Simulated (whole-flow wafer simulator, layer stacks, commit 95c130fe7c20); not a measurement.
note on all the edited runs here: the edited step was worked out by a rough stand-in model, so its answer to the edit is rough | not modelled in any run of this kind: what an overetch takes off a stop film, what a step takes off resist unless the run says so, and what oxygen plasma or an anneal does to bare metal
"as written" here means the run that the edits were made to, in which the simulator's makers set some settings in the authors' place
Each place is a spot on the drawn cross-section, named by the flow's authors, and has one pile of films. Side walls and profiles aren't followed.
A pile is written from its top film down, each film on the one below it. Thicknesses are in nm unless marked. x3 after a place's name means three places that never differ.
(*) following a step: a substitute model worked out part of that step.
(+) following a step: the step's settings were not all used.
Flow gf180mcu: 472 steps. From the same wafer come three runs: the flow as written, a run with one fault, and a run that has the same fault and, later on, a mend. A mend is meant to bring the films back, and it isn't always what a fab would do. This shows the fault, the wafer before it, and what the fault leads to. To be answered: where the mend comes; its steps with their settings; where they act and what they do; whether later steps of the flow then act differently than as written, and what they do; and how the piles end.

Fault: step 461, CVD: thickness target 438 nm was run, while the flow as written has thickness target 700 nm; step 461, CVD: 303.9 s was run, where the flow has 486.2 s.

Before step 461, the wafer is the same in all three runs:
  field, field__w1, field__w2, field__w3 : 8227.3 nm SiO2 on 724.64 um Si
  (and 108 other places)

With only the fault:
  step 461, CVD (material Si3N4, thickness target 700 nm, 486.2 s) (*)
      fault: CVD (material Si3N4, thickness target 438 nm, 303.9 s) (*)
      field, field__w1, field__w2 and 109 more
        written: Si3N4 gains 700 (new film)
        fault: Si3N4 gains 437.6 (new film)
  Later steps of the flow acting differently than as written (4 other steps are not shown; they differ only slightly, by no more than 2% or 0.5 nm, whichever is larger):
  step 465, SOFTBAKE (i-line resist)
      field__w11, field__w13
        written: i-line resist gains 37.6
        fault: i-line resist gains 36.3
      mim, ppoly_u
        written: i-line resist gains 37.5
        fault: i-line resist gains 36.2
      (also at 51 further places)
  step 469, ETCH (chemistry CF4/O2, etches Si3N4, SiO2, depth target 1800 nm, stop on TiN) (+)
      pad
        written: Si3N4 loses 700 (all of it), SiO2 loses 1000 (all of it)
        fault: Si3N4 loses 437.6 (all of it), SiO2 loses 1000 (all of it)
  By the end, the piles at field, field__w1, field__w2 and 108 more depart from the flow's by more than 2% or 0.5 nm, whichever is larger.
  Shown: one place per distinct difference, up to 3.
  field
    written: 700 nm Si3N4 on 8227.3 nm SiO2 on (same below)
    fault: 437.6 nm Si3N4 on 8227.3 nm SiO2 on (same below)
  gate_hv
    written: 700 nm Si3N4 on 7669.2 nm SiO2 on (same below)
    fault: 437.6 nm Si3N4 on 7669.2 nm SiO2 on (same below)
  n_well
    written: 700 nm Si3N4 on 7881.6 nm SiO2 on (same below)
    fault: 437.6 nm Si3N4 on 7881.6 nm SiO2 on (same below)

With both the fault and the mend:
  The mend follows step 461.
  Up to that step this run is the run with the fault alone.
  step 461a, CVD (material Si3N4, thickness target 262 nm, 182 s) (*) (the flow's step 461 again, with other settings)
      field, field__w1, field__w2 and 109 more
        Si3N4 gains 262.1
  None of the later steps of the flow differs from how it acts as written, at any place that is followed, by more than 2% or 0.5 nm, whichever is larger.
  At the end the piles are close to the flow's at the places that both follow, differing by at most 2% or 0.5 nm, whichever is larger.
